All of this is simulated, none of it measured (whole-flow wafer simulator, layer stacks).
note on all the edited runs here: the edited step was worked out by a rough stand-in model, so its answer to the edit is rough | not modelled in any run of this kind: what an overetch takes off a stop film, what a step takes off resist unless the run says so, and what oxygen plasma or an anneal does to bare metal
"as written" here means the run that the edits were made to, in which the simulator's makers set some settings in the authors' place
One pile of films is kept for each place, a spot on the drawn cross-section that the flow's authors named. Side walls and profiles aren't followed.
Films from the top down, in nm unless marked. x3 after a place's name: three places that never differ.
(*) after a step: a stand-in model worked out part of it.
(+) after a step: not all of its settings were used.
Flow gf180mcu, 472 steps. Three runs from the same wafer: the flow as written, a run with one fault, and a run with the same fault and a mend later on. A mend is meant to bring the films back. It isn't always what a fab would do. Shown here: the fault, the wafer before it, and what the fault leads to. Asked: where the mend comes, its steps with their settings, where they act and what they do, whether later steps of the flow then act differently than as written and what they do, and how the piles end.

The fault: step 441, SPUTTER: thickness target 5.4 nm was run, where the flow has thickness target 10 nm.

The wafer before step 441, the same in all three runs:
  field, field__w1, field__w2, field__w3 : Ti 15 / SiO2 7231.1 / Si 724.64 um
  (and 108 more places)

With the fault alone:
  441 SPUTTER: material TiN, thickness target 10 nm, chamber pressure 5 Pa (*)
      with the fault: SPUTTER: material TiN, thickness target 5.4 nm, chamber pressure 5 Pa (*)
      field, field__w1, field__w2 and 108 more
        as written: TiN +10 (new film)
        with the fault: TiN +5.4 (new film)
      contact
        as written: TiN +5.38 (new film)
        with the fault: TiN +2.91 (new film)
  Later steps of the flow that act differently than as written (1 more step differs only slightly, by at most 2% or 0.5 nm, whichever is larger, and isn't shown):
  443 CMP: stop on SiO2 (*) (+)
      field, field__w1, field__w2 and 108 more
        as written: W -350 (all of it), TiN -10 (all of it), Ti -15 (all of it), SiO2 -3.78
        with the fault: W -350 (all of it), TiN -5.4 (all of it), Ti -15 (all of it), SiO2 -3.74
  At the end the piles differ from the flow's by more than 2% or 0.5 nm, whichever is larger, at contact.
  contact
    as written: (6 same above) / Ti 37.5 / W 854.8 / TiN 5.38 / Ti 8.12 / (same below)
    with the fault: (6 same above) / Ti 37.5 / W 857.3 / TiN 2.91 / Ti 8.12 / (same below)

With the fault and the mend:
  The mend comes after step 441.
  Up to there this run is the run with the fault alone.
  441a SPUTTER: material TiN, thickness target 4.6 nm, chamber pressure 5 Pa (*) (the flow's step 441 once more, with other settings)
      field, field__w1, field__w2 and 108 more
        TiN +4.6
      contact
        TiN +2.47
  No later step of the flow acts differently than as written at any place that is followed.
  At the end the piles are the same as the flow's at every place that both follow.
